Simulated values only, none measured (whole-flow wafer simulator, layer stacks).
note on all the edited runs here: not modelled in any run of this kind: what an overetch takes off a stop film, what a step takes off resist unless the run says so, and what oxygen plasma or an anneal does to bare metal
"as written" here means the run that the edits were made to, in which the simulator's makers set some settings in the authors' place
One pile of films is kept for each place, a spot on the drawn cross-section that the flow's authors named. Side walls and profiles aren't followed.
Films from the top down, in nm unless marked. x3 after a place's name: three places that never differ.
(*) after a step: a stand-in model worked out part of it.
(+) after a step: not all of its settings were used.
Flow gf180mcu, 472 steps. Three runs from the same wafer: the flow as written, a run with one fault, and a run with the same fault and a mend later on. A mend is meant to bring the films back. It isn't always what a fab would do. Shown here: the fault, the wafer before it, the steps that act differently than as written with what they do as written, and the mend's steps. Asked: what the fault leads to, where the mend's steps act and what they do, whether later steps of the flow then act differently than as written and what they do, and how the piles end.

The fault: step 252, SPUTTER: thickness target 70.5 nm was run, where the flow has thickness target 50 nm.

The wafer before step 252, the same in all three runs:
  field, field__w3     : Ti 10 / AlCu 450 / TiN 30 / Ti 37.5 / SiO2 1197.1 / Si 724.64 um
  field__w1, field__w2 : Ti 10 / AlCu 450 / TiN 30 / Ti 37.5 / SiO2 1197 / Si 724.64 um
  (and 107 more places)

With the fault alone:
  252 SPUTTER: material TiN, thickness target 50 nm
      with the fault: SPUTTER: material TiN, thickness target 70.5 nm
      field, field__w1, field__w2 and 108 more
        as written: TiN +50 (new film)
        with the fault: TiN +70.5 (new film)
  Later steps of the flow that act differently than as written (3 more steps differ only slightly, by at most 2% or 0.5 nm, whichever is larger, and aren't shown):
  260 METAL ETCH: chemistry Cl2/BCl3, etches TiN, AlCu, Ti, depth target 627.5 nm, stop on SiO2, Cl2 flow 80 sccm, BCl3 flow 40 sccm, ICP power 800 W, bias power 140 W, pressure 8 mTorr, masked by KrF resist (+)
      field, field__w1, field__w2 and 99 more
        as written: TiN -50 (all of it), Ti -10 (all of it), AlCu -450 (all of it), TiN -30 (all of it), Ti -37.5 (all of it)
        with the fault: TiN -70.5 (all of it), Ti -10 (all of it), AlCu -450 (all of it), TiN -30 (all of it), Ti -37.5 (all of it)
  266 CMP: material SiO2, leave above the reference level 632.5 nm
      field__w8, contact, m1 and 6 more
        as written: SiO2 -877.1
        with the fault: SiO2 -897.6
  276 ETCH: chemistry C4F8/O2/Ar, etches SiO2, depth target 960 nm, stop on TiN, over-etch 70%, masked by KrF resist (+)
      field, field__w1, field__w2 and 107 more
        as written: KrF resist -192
        with the fault: KrF resist -187.7
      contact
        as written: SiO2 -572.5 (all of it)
        with the fault: SiO2 -552 (all of it)
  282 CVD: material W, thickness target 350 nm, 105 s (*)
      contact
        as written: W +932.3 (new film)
        with the fault: W +911.6 (new film)
  At the end the piles differ from the flow's by more than 2% or 0.5 nm, whichever is larger, at field__w8, contact, m1 and 6 more.
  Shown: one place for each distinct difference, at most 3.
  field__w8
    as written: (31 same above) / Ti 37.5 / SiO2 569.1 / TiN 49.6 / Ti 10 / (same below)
    with the fault: (31 same above) / Ti 37.5 / SiO2 548.6 / TiN 70.1 / Ti 10 / (same below)
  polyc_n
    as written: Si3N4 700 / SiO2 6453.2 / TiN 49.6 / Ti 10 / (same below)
    with the fault: Si3N4 700 / SiO2 6432.7 / TiN 70.1 / Ti 10 / (same below)
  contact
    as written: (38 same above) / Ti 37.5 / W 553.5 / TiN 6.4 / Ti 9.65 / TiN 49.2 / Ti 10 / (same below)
    with the fault: (38 same above) / Ti 37.5 / W 532.8 / TiN 6.48 / Ti 9.77 / TiN 69.7 / Ti 10 / (same below)

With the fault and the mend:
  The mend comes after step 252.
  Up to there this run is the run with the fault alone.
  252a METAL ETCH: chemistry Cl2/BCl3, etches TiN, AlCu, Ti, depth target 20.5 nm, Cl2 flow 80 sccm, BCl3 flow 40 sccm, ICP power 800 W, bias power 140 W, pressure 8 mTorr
      field, field__w1, field__w2 and 108 more
        TiN -20.5
  No later step of the flow acts differently than as written at any place that is followed.
  At the end the piles are the same as the flow's at every place that both follow.
